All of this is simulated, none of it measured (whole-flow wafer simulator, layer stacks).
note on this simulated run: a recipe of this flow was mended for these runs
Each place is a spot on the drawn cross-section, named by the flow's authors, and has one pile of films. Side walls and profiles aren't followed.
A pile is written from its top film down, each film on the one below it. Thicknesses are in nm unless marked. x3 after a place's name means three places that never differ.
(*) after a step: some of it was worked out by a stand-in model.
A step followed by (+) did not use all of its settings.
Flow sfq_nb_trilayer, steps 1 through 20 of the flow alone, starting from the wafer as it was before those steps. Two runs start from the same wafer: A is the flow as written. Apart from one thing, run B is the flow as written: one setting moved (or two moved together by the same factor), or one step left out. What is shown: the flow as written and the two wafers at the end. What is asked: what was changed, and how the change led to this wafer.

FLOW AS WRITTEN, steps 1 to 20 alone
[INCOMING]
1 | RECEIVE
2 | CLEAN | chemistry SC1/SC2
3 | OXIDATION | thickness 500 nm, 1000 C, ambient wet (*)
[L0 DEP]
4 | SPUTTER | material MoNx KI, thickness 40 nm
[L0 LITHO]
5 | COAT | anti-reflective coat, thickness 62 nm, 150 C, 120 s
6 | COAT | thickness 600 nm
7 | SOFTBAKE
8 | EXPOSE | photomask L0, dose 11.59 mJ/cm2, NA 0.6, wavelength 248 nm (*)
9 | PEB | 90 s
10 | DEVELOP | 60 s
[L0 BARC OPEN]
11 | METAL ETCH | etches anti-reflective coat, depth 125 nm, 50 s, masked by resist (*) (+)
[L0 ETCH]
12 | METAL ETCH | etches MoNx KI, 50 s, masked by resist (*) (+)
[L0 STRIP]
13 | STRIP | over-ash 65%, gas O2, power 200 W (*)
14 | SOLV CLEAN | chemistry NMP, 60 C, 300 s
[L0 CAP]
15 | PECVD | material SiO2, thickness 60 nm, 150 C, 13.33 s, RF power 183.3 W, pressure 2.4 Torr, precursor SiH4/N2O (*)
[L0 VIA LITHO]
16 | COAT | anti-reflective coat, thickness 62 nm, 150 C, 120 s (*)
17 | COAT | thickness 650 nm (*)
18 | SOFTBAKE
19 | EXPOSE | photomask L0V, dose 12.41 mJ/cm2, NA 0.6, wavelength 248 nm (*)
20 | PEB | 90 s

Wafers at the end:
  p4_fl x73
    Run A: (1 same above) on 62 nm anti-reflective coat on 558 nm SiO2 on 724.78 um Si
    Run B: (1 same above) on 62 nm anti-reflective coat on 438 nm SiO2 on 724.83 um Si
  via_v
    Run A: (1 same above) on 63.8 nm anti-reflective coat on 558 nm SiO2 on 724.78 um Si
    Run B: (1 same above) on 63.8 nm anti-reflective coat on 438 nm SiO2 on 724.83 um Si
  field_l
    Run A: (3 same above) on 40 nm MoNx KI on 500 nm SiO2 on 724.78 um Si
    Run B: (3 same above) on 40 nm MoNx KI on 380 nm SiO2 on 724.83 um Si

What caused this: step 3, OXIDATION: thickness 380 nm was run, while the flow as written has thickness 500 nm.
One can read it off the wafer: field_l has SiO2 380, and step 3 as written asks for 500 nm.

How this came from the change, step by step:
  3 | OXIDATION | thickness 500 nm, 1000 C, ambient wet (*)
      field_l, v_sur, via_wl and 103 more: A SiO2 gains 500 (new film), chemical SiO2 loses 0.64 (all of it), Si loses 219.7 | B SiO2 gains 380 (new film), chemical SiO2 loses 0.64 (all of it), Si loses 166.9
